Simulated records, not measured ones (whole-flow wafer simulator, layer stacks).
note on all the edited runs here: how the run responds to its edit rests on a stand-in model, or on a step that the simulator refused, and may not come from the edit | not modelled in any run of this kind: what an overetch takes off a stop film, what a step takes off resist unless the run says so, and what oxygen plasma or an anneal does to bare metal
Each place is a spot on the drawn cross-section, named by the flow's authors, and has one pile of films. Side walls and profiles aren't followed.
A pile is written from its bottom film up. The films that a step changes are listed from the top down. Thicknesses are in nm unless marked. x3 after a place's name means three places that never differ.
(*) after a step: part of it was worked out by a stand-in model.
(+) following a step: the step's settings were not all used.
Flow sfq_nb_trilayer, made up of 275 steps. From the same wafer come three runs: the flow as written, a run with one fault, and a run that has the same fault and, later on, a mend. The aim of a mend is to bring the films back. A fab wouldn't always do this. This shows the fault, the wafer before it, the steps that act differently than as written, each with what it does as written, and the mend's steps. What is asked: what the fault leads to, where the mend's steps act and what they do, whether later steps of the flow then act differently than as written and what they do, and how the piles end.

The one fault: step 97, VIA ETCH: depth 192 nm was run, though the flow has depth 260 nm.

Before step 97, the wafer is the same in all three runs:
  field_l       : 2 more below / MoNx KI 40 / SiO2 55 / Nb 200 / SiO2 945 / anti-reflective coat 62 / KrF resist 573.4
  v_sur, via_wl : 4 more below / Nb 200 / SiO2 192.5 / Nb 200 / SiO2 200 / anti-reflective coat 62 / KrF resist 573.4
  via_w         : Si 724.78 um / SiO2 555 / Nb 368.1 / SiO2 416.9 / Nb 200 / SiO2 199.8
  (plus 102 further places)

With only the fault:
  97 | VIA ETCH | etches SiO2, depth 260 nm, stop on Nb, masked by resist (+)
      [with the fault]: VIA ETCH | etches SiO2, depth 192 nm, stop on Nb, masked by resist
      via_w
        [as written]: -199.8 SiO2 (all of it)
        [with the fault]: -192 SiO2
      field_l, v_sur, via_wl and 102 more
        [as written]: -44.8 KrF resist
        [with the fault]: -33.1 KrF resist
  Steps later in the flow that act otherwise than as written (4 more steps, not shown, differ only slightly: by at most 2% or 0.5 nm, whichever is larger):
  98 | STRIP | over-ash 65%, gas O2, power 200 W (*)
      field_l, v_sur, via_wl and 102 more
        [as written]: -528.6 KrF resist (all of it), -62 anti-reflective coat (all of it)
        [with the fault]: -540.3 KrF resist (all of it), -62 anti-reflective coat (all of it)
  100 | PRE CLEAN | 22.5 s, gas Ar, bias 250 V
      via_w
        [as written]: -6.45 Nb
        [with the fault]: -7.5 SiO2
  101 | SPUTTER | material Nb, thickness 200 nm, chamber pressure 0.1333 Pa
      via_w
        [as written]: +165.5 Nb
        [with the fault]: +167 Nb (new film)
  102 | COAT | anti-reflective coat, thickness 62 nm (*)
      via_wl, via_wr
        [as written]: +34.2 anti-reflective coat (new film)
        [with the fault]: +25.5 anti-reflective coat (new film)
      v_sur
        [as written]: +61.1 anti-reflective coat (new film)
        [with the fault]: +58.2 anti-reflective coat (new film)
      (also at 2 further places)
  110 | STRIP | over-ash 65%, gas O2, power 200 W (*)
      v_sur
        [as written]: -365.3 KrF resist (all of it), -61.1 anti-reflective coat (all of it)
        [with the fault]: -366.5 KrF resist (all of it), -58.2 anti-reflective coat (all of it)
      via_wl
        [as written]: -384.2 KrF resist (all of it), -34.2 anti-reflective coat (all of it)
        [with the fault]: -390.8 KrF resist (all of it), -25.5 anti-reflective coat (all of it)
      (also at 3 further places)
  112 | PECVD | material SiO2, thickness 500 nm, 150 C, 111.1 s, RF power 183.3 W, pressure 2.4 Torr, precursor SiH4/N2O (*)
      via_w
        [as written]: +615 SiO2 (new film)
        [with the fault]: +582.2 SiO2 (new film)
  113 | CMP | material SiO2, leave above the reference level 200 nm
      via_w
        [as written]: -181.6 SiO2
        [with the fault]: -157.1 SiO2
  By the end, the piles at via_w depart from the flow's by more than 2% or 0.5 nm, whichever is larger.
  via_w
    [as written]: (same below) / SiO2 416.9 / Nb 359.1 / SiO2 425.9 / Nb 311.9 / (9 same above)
    [with the fault]: (same below) / SiO2 416.9 / Nb 200 / SiO2 0.34 / Nb 167 / SiO2 417.6 / Nb 311.9 / (9 same above)

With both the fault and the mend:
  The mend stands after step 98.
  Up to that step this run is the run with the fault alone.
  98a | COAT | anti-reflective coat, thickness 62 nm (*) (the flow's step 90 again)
      p4_fl x3, p4_w1 x9, p4_g1 x2 and 63 more
        +62 anti-reflective coat (new film)
      r_end, moat, field_r and 7 more
        +61.8 anti-reflective coat (new film)
      ce_l, c5j, ce_r, sp_r, be_r, r_sur, res
        +61.7 anti-reflective coat (new film)
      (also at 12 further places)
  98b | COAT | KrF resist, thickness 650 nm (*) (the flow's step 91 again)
      p4_fl x3, p4_w1 x9, p4_g1 x2 and 63 more
        +650 KrF resist (new film)
      field_r, lsp_l, ln_m5, lsp_m, ln_m6, lsp_r, l0_sur
        +649.5 KrF resist (new film)
      res, r_end, moat, l0v
        +649.4 KrF resist (new film)
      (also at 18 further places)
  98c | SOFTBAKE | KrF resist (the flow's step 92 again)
      alters no film at any place that is followed
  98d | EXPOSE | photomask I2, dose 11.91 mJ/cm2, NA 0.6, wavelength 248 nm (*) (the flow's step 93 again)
      alters no film at any place that is followed
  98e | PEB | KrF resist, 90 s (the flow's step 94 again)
      jj_sur, ce_l, c5j and 92 more
        -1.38 KrF resist
      via_v, wire, be, be_sur, gap
        -1.37 KrF resist
      v_sur, via_sp
        -1.35 KrF resist
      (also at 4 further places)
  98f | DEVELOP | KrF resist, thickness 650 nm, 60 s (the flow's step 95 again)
      field_l, v_sur, via_wl and 102 more
        -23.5 KrF resist
      via_w
        -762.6 KrF resist (all of it)
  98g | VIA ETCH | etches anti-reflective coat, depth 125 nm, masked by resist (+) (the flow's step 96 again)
      field_l, v_sur, via_wl and 102 more
        -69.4 KrF resist
      via_w
        -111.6 anti-reflective coat (all of it), -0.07 SiO2
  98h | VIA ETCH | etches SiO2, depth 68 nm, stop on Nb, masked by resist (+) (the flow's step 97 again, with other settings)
      field_l, v_sur, via_wl and 102 more
        -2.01 KrF resist
      via_w
        -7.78 SiO2 (all of it)
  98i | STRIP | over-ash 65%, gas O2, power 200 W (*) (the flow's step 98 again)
      p4_fl x3, p4_w1 x9, p4_g1 x2 and 63 more
        -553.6 KrF resist (all of it), -62 anti-reflective coat (all of it)
      r_end, moat, field_r and 6 more
        -553.1 KrF resist (all of it), -61.8 anti-reflective coat (all of it)
      ce_r, sp_r, be_r
        -552.9 KrF resist (all of it), -61.7 anti-reflective coat (all of it)
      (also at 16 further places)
  Later steps of the flow that are run all act as written at every place that is followed.
  At every place that both follow, the piles at the end match the flow's.
